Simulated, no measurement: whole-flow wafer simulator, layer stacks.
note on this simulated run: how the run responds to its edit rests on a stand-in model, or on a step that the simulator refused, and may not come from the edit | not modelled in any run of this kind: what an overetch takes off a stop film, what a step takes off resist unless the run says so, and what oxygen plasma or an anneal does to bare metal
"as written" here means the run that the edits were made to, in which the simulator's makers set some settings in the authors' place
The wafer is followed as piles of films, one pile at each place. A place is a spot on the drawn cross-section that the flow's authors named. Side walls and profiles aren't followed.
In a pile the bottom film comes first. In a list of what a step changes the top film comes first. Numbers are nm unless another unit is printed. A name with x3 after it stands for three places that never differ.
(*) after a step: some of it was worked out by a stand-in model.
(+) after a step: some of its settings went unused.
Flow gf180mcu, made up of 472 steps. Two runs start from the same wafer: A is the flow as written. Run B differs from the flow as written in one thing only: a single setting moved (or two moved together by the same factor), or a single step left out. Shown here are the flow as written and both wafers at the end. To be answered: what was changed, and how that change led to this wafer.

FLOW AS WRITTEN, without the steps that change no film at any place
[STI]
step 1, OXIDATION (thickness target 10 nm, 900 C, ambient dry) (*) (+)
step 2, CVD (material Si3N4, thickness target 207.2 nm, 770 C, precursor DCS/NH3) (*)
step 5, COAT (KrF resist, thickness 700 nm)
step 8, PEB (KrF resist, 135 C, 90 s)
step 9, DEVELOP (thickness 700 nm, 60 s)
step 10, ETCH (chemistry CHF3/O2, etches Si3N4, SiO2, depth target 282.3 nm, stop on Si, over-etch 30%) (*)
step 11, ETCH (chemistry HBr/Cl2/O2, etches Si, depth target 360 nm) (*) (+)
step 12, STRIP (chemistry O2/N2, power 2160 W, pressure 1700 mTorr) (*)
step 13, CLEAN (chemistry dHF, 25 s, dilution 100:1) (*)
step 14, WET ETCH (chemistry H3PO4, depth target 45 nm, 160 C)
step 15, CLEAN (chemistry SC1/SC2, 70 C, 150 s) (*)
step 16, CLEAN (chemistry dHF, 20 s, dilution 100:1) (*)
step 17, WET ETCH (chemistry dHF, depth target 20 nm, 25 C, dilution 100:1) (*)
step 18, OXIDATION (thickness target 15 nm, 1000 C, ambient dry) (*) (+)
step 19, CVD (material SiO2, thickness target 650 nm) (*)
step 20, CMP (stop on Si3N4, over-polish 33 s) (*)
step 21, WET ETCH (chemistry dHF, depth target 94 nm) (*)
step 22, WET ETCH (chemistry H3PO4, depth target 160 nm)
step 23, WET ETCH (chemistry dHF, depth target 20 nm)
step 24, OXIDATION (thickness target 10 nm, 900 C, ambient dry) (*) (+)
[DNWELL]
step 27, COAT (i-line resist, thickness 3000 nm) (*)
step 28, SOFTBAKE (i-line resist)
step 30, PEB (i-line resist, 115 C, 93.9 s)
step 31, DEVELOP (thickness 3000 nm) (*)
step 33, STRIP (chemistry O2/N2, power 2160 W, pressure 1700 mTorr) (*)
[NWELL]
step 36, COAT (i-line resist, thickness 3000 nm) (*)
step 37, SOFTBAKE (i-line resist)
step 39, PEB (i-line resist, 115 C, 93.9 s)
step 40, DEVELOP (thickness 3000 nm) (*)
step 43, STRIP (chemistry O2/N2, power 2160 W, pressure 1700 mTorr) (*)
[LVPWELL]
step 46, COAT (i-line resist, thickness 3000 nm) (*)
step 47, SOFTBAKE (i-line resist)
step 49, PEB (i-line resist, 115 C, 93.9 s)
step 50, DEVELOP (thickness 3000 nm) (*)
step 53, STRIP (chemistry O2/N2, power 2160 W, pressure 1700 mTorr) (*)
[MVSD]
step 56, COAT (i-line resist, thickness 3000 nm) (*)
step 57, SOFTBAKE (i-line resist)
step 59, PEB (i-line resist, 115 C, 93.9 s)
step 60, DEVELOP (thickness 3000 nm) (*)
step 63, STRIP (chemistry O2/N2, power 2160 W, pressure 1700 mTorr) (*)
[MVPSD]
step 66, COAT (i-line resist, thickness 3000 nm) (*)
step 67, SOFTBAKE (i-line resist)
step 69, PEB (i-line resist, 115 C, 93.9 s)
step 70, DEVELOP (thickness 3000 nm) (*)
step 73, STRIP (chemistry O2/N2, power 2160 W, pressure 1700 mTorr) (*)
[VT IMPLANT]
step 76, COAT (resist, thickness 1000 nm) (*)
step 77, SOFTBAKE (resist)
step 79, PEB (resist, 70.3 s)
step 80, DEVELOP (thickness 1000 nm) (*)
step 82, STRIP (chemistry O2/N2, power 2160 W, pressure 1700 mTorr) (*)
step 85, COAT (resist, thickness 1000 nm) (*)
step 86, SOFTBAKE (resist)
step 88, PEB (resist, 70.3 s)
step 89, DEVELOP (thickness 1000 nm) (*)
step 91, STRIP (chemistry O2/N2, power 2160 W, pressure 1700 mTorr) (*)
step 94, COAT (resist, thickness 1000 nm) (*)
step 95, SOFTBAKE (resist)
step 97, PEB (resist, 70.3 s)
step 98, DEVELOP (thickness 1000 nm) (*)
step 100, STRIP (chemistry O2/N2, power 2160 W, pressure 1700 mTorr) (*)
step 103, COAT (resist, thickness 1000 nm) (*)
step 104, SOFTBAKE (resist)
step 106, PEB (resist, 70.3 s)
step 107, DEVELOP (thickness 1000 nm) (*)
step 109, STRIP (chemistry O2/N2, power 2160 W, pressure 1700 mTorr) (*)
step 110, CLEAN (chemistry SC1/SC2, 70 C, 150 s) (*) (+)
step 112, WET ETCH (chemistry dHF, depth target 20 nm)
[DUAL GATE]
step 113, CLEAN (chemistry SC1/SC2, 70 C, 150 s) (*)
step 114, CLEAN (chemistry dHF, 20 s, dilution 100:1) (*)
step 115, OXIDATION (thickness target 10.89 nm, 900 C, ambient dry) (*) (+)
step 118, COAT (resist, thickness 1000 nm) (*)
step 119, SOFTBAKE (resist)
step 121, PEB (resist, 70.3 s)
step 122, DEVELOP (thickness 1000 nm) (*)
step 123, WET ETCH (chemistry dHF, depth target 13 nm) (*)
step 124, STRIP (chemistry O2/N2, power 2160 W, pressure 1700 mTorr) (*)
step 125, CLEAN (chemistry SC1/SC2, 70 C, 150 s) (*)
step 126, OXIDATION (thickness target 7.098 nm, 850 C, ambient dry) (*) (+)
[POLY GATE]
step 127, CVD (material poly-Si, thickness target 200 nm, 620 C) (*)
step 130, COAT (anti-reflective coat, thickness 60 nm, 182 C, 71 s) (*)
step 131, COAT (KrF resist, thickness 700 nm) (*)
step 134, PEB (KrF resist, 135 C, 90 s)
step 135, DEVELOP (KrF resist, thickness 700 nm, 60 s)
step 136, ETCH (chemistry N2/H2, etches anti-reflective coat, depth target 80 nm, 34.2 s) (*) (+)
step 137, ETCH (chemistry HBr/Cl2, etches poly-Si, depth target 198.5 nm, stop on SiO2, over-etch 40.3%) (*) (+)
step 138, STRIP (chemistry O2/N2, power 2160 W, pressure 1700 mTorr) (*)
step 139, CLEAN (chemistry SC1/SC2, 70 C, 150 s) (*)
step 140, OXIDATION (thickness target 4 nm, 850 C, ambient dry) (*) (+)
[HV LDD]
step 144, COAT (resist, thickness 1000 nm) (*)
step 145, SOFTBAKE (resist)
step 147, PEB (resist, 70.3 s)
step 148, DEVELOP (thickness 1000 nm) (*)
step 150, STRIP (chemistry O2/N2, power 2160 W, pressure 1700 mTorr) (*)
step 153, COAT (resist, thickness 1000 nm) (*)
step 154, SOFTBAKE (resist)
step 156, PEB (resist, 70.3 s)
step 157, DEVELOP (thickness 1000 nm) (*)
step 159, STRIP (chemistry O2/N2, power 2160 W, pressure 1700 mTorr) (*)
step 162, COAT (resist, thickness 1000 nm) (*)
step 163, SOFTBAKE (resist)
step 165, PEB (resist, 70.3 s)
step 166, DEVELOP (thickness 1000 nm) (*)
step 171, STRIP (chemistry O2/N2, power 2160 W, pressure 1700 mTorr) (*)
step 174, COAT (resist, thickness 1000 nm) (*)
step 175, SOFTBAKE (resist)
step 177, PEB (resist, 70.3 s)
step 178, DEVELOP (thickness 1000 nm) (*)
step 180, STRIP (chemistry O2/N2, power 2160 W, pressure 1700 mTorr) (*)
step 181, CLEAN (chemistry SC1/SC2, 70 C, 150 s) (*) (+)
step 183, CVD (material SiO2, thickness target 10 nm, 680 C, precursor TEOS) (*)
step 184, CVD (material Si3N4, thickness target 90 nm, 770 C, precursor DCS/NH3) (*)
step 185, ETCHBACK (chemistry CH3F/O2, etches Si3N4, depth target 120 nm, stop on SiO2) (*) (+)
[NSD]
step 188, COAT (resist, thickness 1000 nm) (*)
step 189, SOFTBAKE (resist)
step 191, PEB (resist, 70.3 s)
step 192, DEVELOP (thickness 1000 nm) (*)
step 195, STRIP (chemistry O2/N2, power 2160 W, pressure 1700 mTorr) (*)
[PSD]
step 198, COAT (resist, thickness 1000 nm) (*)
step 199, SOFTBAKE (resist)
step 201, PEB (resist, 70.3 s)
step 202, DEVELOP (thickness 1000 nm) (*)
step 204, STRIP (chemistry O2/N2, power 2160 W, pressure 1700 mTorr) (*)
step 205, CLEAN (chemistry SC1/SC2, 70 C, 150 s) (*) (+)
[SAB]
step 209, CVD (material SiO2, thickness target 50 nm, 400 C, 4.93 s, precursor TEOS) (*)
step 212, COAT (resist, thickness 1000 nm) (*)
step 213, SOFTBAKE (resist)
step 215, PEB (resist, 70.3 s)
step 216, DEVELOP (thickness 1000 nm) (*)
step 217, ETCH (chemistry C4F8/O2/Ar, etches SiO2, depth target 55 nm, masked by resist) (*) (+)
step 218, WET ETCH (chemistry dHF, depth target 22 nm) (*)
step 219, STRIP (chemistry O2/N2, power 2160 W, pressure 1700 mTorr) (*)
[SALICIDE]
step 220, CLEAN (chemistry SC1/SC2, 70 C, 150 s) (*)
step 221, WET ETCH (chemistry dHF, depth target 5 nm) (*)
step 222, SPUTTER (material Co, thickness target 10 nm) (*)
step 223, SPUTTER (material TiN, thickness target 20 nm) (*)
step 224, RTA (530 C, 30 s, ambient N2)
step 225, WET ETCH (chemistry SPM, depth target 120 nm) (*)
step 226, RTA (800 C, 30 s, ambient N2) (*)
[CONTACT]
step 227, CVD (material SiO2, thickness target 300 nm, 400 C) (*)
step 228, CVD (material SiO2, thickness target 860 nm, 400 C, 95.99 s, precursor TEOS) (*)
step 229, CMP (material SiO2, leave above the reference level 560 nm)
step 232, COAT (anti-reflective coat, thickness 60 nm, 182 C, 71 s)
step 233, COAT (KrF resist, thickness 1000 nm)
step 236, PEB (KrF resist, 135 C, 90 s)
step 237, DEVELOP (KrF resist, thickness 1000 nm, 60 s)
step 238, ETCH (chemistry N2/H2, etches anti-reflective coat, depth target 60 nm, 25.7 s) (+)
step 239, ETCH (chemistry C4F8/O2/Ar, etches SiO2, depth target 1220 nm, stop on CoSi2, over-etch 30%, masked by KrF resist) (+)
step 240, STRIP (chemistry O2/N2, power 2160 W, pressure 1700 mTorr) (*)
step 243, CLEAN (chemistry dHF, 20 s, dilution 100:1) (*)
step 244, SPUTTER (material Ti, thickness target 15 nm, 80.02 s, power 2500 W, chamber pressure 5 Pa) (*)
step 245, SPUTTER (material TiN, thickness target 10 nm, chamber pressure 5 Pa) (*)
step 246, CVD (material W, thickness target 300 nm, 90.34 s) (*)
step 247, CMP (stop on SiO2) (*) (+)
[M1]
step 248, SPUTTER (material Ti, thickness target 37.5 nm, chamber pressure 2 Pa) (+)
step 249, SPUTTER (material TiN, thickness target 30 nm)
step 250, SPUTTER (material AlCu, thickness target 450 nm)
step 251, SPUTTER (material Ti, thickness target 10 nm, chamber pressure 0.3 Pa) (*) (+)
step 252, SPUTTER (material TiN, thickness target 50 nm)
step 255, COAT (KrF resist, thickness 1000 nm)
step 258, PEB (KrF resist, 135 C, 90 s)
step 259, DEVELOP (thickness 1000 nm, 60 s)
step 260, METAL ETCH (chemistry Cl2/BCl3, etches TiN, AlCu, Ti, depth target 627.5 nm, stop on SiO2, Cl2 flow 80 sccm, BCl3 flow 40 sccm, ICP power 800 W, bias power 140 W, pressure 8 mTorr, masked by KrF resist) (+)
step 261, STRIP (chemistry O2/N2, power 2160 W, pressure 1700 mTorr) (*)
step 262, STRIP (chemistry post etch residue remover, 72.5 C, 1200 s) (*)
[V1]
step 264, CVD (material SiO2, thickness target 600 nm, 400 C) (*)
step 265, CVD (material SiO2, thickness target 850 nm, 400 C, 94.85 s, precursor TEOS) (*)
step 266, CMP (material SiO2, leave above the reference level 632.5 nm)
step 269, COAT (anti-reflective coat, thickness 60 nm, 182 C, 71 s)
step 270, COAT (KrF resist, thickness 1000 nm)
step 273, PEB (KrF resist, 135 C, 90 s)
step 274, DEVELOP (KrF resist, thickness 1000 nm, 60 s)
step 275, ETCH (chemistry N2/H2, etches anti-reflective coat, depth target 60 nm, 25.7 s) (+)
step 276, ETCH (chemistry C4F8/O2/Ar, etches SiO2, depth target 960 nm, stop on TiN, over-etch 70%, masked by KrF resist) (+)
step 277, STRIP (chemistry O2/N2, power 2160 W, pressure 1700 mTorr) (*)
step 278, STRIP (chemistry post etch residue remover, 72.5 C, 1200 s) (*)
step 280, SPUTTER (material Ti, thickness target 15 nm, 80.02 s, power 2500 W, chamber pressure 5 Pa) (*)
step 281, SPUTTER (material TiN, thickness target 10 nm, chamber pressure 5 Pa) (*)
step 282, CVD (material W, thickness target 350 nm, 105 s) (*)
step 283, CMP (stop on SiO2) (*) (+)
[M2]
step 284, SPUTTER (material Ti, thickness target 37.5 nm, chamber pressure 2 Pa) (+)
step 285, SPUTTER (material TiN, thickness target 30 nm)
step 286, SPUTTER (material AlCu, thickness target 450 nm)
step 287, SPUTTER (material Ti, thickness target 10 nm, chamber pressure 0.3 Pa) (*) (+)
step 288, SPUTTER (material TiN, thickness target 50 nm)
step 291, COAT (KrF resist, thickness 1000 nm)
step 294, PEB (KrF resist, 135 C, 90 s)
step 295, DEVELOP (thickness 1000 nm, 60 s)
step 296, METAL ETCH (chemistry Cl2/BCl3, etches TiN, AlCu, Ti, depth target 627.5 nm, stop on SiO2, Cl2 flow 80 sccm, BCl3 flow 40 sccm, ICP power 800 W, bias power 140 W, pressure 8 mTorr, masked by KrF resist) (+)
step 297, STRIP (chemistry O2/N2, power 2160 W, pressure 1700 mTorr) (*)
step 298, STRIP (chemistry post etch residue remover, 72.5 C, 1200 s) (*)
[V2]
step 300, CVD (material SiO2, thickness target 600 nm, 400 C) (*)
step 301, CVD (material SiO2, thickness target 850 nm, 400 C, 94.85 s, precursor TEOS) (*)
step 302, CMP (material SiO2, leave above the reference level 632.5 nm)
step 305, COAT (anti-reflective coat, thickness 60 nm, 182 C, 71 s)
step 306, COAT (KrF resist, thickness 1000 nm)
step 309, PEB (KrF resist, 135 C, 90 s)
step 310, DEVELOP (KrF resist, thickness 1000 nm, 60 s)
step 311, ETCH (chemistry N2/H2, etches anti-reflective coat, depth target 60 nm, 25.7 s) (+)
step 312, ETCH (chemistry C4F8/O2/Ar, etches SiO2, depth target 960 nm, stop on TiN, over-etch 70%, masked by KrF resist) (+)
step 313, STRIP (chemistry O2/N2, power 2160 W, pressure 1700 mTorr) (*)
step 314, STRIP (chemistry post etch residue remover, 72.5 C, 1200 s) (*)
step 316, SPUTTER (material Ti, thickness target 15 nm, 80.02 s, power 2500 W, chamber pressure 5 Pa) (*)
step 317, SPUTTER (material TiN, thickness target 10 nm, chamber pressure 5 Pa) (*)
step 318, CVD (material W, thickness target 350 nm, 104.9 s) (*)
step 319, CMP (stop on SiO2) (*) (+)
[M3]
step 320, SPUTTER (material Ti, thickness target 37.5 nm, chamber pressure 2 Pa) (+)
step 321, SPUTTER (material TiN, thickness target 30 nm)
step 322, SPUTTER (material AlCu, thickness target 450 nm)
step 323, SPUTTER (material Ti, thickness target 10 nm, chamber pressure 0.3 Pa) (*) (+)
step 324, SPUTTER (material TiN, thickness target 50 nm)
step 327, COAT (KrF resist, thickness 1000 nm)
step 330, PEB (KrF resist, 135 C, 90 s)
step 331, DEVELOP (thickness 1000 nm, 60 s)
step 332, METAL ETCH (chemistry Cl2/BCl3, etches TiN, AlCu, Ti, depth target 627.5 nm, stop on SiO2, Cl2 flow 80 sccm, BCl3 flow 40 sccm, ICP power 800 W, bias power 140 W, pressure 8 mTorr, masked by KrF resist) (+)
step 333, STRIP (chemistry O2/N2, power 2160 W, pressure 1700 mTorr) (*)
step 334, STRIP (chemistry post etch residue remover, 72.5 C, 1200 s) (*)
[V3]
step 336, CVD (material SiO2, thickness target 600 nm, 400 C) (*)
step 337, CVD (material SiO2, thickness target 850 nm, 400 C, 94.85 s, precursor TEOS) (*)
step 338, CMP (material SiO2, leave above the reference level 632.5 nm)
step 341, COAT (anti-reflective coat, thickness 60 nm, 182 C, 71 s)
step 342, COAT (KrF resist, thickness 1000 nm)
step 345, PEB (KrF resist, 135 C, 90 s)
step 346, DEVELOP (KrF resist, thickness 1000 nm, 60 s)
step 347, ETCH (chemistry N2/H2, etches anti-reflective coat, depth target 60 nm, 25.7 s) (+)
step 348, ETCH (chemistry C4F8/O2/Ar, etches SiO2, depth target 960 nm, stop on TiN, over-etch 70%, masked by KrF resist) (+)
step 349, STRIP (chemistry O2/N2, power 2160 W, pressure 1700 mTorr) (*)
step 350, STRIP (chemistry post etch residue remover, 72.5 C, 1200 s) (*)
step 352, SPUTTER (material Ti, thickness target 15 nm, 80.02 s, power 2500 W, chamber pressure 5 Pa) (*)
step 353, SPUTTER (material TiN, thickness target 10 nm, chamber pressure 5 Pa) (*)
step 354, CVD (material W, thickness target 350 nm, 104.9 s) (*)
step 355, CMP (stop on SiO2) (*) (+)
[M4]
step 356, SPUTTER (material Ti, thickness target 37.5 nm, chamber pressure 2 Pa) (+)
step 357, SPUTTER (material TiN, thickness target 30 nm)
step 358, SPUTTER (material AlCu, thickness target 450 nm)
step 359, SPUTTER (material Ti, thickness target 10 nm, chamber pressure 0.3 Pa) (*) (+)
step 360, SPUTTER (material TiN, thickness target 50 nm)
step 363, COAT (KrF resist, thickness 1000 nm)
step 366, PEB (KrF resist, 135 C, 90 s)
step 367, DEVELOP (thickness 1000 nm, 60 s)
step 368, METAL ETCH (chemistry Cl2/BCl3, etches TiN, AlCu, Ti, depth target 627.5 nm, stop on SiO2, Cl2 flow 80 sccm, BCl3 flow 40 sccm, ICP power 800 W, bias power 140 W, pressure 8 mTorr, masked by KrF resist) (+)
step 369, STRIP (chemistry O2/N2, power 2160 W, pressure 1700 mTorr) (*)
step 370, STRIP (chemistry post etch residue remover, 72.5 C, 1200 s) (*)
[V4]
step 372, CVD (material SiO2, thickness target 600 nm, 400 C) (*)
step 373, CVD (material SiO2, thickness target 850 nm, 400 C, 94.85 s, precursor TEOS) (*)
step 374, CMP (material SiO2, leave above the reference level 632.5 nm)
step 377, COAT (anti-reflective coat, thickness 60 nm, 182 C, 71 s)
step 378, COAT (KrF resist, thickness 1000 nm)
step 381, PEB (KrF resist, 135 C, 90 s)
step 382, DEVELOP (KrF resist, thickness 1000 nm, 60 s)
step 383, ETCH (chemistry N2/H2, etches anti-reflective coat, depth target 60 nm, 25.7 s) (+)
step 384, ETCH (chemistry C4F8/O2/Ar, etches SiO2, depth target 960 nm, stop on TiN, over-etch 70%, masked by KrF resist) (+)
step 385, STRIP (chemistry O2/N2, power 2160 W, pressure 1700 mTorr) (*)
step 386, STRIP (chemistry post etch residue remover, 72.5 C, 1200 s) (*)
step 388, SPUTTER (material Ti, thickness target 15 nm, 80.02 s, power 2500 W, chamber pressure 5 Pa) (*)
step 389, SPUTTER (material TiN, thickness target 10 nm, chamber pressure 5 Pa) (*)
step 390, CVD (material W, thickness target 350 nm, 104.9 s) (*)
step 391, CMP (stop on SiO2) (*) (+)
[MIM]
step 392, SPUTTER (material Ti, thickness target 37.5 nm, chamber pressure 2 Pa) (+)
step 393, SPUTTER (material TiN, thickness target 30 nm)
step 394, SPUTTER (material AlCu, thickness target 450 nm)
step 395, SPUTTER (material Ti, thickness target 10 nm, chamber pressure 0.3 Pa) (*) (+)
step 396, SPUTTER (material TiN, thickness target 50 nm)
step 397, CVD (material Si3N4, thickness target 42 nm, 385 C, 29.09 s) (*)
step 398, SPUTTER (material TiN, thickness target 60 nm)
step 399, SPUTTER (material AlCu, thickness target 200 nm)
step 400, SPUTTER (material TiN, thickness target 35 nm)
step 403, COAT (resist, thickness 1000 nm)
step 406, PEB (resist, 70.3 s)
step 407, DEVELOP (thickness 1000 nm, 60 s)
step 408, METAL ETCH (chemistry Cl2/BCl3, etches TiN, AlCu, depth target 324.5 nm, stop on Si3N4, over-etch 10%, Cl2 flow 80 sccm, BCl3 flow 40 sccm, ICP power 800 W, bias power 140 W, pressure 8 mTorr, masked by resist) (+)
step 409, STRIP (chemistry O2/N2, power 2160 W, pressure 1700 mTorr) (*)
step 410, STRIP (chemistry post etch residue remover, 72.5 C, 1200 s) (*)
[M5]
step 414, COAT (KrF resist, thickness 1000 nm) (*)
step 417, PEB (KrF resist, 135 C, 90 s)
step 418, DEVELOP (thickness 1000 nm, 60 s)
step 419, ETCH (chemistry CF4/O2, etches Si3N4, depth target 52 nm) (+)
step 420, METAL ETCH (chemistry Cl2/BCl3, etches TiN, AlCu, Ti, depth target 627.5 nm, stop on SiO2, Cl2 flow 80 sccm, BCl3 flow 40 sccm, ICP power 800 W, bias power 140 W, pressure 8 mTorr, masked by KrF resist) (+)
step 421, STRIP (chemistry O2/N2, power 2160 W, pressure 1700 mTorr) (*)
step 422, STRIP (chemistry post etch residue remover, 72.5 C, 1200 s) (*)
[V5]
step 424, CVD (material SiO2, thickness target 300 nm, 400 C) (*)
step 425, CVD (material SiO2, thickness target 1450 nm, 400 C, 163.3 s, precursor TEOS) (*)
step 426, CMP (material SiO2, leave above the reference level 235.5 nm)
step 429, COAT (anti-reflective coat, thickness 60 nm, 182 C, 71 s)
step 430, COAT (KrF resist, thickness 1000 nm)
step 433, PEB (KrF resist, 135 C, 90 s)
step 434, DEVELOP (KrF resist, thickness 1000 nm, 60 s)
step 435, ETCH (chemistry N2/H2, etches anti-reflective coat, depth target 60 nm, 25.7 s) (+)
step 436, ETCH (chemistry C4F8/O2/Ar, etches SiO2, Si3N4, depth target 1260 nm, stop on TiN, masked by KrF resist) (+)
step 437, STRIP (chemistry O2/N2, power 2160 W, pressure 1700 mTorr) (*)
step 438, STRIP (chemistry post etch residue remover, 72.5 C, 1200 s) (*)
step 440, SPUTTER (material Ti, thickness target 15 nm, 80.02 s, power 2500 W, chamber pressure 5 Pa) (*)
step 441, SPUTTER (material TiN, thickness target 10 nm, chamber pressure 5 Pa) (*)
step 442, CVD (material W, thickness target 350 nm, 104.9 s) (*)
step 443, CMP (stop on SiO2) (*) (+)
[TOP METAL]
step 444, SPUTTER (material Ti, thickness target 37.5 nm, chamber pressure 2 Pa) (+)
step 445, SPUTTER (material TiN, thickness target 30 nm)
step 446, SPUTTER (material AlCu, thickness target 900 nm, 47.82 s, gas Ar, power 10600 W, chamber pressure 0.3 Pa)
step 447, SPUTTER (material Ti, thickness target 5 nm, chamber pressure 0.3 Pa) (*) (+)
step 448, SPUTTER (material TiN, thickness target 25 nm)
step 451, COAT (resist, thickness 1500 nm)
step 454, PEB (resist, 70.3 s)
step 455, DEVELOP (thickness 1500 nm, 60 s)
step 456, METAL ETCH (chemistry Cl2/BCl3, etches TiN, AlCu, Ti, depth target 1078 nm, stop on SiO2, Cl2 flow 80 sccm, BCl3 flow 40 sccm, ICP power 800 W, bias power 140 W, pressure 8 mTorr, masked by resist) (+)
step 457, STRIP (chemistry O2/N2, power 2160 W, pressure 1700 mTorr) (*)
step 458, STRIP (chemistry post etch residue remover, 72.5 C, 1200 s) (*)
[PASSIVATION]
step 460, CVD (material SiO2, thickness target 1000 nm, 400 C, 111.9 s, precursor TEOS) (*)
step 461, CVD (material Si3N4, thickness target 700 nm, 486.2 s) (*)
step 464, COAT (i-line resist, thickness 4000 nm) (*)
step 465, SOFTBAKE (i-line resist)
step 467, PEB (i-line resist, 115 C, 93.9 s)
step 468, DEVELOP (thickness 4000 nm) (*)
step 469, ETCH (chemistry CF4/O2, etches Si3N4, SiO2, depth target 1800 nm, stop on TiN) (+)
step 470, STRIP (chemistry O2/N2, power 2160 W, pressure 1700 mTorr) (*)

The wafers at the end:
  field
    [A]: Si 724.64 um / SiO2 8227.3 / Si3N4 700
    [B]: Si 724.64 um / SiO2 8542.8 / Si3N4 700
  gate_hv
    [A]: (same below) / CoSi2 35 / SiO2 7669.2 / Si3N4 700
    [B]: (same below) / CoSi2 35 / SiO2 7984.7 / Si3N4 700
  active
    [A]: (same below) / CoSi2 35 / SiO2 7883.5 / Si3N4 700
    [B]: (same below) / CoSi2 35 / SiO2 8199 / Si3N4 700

Cause: step 266, CMP: leave above the reference level 948.8 nm was run, while the flow as written has leave above the reference level 632.5 nm.

How this came from the change, step by step:
  step 266, CMP (material SiO2, leave above the reference level 632.5 nm)
      field, field__w1, field__w2 and 99 more: A -300 SiO2 | B nothing
      field__w8, contact, m1 and 6 more: A -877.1 SiO2 | B -560.8 SiO2
  step 269, COAT (anti-reflective coat, thickness 60 nm, 182 C, 71 s)
      polyc_p, polyc_p_rim: A +60 anti-reflective coat (new film) | B +53.1 anti-reflective coat (new film)
      field: A +60 anti-reflective coat (new film) | B +66.4 anti-reflective coat (new film)
      (also at 12 further places)
  step 275, ETCH (chemistry N2/H2, etches anti-reflective coat, depth target 60 nm, 25.7 s) (+)
      contact: A -60 anti-reflective coat (all of it), -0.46 SiO2 | B -50.5 anti-reflective coat (all of it), -0.7 SiO2
  step 276, ETCH (chemistry C4F8/O2/Ar, etches SiO2, depth target 960 nm, stop on TiN, over-etch 70%, masked by KrF resist) (+)
      contact: A -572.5 SiO2 (all of it) | B -888.5 SiO2 (all of it)
  step 277, STRIP (chemistry O2/N2, power 2160 W, pressure 1700 mTorr) (*)
      field: A -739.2 KrF resist (all of it), -60 anti-reflective coat (all of it) | B -735.8 KrF resist (all of it), -66.4 anti-reflective coat (all of it)
      field__w8: A -739.2 KrF resist (all of it), -60 anti-reflective coat (all of it) | B -737.7 KrF resist (all of it), -50.6 anti-reflective coat (all of it)
      (also at 12 further places)
  step 280, SPUTTER (material Ti, thickness target 15 nm, 80.02 s, power 2500 W, chamber pressure 5 Pa) (*)
      contact: A +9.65 Ti (new film) | B +8.11 Ti (new film)
  step 281, SPUTTER (material TiN, thickness target 10 nm, chamber pressure 5 Pa) (*)
      contact: A +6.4 TiN (new film) | B +5.38 TiN (new film)
  step 282, CVD (material W, thickness target 350 nm, 105 s) (*)
      contact: A +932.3 W (new film) | B +1234.8 W (new film)
  step 283, CMP (stop on SiO2) (*) (+)
      m1, m1__w1, polyc_n, polyc_n_rim, polyc_p, polyc_p_rim, m1_nw: A -350 W (all of it), -10 TiN (all of it), -15 Ti (all of it), -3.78 SiO2 | B -350 W (all of it), -10 TiN (all of it), -15 Ti (all of it), -4.58 SiO2
      field__w8: A -350 W (all of it), -10 TiN (all of it), -15 Ti (all of it), -3.78 SiO2 | B -350 W (all of it), -10 TiN (all of it), -15 Ti (all of it), -4.59 SiO2
  step 302, CMP (material SiO2, leave above the reference level 632.5 nm)
      field, field__w1, field__w2 and 99 more: A -300 SiO2 | B -284.5 SiO2
  step 312, ETCH (chemistry C4F8/O2/Ar, etches SiO2, depth target 960 nm, stop on TiN, over-etch 70%, masked by KrF resist) (+)
      contact: A -572.5 SiO2 (all of it) | B -588 SiO2 (all of it)
